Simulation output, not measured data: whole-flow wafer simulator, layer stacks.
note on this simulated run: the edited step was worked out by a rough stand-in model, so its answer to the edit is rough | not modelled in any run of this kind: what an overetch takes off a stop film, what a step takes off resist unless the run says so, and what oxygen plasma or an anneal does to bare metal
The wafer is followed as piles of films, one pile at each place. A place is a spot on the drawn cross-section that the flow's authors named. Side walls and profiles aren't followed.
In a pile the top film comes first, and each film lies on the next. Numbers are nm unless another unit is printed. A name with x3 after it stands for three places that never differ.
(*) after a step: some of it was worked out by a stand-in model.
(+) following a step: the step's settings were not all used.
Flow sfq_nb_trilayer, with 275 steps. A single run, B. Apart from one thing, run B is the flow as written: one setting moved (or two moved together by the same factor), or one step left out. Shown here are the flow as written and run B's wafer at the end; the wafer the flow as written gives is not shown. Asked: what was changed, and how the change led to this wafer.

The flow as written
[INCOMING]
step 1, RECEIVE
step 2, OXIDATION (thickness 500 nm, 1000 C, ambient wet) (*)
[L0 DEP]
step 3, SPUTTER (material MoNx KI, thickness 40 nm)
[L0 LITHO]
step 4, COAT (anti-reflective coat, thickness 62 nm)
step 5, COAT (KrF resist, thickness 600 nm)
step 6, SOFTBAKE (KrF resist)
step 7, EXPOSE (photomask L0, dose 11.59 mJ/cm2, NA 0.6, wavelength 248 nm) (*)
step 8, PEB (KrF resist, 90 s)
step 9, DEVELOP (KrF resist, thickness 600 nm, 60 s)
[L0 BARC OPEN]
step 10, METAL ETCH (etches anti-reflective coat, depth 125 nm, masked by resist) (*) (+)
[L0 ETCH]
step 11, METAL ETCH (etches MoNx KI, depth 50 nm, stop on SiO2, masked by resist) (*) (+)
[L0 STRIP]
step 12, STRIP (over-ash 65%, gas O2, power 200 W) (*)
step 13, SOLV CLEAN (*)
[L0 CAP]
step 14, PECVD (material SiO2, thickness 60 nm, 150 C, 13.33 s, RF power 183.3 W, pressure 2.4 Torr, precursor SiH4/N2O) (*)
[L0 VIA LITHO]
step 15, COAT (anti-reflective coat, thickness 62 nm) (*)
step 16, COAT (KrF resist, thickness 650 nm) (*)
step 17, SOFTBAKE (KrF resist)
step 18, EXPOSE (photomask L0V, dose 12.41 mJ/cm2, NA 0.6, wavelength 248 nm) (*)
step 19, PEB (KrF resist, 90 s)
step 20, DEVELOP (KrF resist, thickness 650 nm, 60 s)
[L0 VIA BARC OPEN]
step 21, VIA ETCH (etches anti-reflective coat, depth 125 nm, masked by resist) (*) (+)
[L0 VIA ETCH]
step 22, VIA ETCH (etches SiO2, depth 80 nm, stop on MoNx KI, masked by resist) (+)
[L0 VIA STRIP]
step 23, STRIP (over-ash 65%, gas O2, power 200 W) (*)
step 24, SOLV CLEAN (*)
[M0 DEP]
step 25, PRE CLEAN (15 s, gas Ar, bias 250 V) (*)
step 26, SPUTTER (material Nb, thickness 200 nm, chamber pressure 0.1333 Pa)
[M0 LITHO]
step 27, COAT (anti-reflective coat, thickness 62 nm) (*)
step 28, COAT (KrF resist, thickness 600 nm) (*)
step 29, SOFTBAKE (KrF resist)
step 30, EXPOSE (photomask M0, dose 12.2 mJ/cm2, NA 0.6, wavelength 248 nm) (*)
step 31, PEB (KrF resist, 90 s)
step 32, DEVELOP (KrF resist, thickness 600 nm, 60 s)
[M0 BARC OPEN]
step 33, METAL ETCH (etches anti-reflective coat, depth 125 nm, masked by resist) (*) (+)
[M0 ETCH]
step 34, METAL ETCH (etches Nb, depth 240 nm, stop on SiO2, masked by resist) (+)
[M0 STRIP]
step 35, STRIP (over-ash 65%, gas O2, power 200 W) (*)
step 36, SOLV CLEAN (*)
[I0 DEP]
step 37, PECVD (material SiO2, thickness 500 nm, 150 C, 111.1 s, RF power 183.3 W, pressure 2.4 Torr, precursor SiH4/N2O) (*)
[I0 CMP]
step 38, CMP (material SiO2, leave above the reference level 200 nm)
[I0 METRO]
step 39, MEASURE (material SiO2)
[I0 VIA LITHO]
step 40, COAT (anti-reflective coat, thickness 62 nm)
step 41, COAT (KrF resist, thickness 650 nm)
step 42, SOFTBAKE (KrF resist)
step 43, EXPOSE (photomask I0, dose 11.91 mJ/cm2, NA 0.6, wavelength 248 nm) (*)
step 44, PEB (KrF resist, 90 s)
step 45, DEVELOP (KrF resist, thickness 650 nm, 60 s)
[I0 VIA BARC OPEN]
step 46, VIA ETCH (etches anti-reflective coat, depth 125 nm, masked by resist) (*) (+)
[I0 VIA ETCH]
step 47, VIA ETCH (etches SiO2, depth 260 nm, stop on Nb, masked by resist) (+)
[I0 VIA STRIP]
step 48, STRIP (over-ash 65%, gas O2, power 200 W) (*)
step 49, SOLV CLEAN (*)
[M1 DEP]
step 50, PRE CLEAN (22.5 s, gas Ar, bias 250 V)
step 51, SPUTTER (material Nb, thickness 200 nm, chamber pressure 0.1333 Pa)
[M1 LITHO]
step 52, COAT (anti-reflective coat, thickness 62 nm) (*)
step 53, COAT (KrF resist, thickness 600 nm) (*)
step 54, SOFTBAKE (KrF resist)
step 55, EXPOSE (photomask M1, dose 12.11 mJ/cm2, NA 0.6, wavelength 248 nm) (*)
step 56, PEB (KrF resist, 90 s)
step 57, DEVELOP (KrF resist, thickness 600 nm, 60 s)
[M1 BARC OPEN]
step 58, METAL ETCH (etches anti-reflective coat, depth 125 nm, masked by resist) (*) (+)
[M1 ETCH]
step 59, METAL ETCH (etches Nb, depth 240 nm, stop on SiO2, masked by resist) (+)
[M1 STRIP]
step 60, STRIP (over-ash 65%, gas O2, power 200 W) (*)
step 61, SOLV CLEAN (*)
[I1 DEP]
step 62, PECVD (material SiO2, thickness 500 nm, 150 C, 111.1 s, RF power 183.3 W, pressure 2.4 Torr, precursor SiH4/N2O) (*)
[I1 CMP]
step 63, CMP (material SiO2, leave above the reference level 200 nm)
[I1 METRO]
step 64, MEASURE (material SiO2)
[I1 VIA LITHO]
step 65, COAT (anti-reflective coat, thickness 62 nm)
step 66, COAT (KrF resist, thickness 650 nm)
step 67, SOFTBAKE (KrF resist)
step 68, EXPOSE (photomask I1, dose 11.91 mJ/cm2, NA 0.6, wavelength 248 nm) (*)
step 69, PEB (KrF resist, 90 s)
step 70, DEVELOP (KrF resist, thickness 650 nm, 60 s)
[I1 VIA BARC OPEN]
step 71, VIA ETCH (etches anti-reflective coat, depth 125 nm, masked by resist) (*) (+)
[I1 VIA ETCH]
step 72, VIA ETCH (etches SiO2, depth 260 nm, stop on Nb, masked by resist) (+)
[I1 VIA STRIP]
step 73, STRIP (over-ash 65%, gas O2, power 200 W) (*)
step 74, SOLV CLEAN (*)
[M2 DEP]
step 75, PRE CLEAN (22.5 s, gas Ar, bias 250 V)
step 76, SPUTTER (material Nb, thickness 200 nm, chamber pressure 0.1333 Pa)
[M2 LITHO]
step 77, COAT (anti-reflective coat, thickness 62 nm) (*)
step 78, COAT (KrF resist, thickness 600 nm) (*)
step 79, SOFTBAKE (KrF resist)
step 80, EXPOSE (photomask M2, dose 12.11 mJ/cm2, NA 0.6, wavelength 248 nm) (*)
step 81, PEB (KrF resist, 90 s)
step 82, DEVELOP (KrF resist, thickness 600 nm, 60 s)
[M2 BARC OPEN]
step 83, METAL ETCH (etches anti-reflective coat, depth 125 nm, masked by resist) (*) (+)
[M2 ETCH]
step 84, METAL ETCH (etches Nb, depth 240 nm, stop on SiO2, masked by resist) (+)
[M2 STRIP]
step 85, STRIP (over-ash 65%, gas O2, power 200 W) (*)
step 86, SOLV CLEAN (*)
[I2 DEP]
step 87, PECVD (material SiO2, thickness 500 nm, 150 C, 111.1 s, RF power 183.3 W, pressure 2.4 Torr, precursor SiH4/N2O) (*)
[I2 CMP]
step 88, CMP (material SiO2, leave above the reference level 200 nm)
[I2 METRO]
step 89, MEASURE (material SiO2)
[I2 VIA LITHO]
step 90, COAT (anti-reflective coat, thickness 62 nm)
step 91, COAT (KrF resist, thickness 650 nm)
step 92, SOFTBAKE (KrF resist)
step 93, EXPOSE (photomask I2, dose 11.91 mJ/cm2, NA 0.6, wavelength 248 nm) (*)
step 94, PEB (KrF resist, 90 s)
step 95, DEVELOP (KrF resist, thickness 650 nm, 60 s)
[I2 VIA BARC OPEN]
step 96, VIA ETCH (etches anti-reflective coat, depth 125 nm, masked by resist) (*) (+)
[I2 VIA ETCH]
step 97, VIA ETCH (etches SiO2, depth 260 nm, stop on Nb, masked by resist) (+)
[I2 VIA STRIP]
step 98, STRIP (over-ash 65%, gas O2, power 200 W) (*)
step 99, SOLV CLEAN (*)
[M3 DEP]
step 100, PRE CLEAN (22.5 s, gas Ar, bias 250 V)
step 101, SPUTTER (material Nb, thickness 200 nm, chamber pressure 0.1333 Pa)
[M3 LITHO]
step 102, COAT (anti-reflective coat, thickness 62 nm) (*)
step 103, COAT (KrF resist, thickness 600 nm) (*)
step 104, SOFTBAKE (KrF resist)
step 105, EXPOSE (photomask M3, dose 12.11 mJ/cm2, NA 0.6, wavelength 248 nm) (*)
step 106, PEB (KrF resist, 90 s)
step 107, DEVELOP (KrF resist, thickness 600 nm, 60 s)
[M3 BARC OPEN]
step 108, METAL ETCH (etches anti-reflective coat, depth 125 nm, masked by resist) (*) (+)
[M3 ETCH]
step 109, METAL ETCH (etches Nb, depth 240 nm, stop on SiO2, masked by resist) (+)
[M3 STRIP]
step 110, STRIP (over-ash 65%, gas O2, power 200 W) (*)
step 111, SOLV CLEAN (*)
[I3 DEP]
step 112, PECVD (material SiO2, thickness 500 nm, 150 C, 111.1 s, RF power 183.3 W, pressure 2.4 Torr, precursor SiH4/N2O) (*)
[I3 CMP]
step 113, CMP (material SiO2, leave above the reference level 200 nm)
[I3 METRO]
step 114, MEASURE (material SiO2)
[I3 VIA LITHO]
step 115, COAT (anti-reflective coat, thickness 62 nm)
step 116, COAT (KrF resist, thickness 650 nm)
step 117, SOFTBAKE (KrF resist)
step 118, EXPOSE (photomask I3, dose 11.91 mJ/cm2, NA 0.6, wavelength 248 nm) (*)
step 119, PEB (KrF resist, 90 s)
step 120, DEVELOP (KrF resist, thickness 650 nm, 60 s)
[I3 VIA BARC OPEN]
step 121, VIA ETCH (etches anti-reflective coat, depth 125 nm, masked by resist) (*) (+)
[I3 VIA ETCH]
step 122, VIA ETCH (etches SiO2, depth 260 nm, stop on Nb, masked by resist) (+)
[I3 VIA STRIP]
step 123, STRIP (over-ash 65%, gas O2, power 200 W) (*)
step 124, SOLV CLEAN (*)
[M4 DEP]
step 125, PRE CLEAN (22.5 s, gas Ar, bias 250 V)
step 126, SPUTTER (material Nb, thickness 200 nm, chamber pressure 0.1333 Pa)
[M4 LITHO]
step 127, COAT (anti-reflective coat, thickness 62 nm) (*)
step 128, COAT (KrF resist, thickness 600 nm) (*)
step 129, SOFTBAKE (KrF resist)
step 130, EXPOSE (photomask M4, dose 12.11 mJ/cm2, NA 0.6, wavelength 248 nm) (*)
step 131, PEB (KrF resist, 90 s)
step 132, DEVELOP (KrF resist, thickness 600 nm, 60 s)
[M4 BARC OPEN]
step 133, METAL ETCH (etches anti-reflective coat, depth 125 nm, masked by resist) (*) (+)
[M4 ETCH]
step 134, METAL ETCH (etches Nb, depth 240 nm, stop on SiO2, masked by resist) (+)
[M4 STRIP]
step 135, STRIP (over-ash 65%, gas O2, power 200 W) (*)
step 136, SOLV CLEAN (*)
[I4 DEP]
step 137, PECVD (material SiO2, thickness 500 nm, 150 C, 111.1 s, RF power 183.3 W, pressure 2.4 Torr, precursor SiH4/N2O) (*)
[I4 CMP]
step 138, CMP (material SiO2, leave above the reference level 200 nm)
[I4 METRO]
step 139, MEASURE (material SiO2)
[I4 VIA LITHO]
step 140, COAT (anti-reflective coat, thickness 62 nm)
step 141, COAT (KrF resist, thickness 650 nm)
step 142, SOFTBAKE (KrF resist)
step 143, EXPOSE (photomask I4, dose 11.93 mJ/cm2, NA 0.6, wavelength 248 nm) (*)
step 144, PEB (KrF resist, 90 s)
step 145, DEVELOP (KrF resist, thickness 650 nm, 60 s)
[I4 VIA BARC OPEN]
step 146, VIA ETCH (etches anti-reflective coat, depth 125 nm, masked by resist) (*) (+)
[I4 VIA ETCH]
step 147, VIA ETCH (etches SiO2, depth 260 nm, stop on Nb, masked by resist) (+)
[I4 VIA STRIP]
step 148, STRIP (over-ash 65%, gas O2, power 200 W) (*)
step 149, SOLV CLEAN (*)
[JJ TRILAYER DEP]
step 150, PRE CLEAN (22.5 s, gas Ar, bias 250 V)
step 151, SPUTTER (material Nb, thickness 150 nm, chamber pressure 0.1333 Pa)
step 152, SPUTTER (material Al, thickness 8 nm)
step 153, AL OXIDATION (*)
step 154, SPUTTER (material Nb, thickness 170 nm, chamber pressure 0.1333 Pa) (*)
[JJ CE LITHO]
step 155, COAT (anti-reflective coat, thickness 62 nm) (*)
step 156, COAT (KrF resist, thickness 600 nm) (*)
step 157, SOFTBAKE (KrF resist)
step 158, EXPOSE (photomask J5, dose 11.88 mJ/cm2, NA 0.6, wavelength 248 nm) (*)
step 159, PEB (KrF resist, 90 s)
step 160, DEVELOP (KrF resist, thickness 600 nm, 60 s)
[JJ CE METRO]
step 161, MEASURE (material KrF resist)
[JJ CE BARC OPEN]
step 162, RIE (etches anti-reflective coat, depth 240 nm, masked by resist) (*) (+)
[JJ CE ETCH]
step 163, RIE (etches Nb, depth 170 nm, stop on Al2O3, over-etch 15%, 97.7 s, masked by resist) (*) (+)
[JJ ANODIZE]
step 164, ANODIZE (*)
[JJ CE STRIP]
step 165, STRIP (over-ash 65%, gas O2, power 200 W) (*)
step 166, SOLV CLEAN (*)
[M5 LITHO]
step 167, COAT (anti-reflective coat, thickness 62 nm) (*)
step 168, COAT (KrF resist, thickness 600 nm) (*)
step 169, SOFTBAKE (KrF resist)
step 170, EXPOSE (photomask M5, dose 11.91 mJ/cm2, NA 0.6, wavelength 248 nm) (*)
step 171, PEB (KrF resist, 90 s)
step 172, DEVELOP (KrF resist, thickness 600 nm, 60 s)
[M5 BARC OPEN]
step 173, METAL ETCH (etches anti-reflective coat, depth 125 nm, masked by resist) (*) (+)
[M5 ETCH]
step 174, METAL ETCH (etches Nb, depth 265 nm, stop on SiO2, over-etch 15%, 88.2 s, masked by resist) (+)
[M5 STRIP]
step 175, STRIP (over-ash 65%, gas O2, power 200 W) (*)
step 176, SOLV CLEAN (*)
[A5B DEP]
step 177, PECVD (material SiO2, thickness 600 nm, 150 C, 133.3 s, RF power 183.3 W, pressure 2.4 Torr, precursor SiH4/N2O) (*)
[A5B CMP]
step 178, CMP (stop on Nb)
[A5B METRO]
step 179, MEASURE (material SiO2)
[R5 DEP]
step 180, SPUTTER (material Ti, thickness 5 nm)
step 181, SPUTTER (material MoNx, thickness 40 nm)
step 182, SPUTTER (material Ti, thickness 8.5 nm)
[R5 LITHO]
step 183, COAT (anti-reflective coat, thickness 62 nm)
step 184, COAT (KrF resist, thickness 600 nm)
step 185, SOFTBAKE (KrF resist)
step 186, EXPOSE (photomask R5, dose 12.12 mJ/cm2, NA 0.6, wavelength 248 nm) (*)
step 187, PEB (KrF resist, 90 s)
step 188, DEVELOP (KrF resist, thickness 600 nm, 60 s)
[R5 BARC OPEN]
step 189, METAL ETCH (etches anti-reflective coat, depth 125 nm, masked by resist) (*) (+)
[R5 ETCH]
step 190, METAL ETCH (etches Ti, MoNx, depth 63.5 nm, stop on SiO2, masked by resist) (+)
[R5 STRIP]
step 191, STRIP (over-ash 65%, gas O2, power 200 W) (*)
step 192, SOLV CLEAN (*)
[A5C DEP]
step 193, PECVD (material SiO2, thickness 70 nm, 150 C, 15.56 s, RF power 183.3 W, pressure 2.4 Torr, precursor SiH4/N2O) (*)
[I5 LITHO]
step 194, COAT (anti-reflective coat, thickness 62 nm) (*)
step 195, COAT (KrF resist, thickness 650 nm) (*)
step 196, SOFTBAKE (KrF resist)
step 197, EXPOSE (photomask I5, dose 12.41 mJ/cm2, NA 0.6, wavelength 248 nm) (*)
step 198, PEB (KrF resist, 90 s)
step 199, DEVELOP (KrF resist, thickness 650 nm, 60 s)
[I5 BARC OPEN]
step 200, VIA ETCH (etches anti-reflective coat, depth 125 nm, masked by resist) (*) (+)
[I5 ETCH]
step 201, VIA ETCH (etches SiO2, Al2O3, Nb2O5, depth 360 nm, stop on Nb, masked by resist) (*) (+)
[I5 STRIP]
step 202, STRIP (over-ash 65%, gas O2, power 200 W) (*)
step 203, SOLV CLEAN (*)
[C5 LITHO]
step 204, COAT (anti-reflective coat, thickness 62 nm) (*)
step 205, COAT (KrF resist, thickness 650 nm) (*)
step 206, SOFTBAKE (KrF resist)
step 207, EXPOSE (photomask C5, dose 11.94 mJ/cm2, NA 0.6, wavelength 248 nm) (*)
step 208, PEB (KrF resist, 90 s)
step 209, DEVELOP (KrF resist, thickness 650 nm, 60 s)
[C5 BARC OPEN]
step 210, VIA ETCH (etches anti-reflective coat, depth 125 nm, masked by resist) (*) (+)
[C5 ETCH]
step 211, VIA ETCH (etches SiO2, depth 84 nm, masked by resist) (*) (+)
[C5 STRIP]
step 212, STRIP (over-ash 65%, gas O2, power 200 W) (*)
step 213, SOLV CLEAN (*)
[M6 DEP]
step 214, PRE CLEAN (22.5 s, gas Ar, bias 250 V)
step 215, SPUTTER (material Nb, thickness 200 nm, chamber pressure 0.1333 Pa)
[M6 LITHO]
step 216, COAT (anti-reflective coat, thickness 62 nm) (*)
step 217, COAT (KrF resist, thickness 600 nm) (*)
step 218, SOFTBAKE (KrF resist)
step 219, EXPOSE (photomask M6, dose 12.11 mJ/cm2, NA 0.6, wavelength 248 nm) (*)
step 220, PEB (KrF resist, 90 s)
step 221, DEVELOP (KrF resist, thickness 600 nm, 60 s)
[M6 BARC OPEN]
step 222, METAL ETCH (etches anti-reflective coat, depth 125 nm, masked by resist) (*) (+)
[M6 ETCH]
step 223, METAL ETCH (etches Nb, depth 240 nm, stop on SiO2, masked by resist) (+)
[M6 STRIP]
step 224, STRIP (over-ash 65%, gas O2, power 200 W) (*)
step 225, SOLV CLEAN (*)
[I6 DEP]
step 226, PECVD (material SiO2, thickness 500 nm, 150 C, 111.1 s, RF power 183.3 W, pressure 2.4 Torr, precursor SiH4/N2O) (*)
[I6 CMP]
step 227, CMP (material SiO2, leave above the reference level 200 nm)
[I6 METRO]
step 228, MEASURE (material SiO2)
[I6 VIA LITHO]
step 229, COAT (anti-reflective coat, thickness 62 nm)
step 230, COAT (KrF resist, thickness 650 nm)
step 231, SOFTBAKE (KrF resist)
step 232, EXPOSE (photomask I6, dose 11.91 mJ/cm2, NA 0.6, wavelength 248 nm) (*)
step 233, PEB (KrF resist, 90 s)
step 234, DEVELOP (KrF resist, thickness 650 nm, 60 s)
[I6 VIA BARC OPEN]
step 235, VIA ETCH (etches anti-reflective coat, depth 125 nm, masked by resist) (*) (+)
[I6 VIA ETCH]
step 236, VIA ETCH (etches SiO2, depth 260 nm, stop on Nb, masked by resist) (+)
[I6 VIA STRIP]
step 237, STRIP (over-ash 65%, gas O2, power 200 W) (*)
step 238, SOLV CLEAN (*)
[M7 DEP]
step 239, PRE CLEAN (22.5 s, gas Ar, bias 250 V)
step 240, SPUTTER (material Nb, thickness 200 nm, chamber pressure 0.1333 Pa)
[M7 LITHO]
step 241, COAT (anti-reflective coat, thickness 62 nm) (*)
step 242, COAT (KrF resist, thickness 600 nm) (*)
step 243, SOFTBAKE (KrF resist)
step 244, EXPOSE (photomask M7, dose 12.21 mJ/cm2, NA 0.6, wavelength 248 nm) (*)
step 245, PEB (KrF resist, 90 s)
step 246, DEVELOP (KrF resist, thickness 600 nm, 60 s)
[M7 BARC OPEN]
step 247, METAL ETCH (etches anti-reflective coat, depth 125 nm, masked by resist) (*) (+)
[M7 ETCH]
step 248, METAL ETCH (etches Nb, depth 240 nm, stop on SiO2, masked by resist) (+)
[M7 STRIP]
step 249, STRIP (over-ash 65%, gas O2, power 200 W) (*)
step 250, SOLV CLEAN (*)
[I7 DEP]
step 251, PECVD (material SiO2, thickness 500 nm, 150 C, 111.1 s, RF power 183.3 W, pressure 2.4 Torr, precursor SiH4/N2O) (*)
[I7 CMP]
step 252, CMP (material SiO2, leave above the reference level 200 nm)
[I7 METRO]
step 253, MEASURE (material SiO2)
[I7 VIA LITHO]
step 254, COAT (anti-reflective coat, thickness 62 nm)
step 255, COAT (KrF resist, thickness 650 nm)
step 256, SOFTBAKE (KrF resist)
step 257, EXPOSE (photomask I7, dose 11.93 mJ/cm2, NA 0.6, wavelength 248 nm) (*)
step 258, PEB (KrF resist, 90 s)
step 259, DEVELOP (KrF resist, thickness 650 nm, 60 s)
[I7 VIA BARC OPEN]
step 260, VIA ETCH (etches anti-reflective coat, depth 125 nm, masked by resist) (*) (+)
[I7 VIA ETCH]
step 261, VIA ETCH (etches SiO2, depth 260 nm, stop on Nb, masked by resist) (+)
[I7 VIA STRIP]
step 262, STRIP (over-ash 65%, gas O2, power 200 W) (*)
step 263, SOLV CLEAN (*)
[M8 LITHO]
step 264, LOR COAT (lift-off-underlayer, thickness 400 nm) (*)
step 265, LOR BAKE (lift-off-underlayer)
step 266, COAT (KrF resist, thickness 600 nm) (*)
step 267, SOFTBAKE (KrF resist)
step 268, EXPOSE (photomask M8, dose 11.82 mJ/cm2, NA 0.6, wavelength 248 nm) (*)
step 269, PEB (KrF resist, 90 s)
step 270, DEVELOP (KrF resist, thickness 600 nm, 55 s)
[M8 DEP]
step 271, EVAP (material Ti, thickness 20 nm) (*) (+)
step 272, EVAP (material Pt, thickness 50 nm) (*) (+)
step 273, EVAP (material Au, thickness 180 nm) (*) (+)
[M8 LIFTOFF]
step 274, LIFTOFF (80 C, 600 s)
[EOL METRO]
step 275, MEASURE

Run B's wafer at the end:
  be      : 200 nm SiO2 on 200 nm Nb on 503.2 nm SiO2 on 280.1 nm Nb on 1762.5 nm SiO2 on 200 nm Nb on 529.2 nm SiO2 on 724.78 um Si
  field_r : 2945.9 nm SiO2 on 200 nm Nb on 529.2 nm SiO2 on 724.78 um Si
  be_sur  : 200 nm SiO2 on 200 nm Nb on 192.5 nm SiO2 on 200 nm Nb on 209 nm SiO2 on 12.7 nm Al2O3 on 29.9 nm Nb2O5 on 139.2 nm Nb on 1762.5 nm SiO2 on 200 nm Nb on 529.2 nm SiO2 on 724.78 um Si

What caused this: step 14, PECVD: thickness 34.2 nm was run, though the flow has thickness 60 nm; step 14, PECVD: 7.6 s was run, where the flow has 13.33 s.

The path from the change to this, step by step:
  step 14, PECVD (material SiO2, thickness 60 nm, 150 C, 13.33 s, RF power 183.3 W, pressure 2.4 Torr, precursor SiH4/N2O) (*)
      v_sur, via_wl, via_w and 97 more: SiO2 gains 34.2 (it would be, as written: SiO2 gains 60)
      field_l, l0_sur, l0v, l0r_line_l, l0r_line_c, l0r_line_r: SiO2 gains 34.2 (new film) (it would be, as written: SiO2 gains 60 (new film))
  step 22, VIA ETCH (etches SiO2, depth 80 nm, stop on MoNx KI, masked by resist) (+)
      field_l, v_sur, via_wl and 102 more: KrF resist loses 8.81 (it would be, as written: KrF resist loses 13.8)
      l0v: SiO2 loses 34 (all of it) (it would be, as written: SiO2 loses 59.8 (all of it))
  step 26, SPUTTER (material Nb, thickness 200 nm, chamber pressure 0.1333 Pa)
      l0v: Nb gains 200 (new film) (it would be, as written: Nb gains 195.7 (new film))
  step 27, COAT (anti-reflective coat, thickness 62 nm) (*)
      l0_sur: anti-reflective coat gains 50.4 (new film) (it would be, as written: anti-reflective coat gains 47.5 (new film))
      l0v: anti-reflective coat gains 69.9 (new film) (it would be, as written: anti-reflective coat gains 78 (new film))
  step 28, COAT (KrF resist, thickness 600 nm) (*)
      l0v: KrF resist gains 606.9 (new film) (it would be, as written: KrF resist gains 622.9 (new film))
  step 35, STRIP (over-ash 65%, gas O2, power 200 W) (*)
      l0_sur: KrF resist loses 373.5 (all of it), anti-reflective coat loses 50.4 (all of it) (it would be, as written: KrF resist loses 372 (all of it), anti-reflective coat loses 47.5 (all of it))
      l0v: KrF resist loses 389.3 (all of it), anti-reflective coat loses 69.9 (all of it) (it would be, as written: KrF resist loses 405.3 (all of it), anti-reflective coat loses 78 (all of it))
  step 38, CMP (material SiO2, leave above the reference level 200 nm)
      l0v: SiO2 loses 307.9 (it would be, as written: SiO2 loses 277.8)
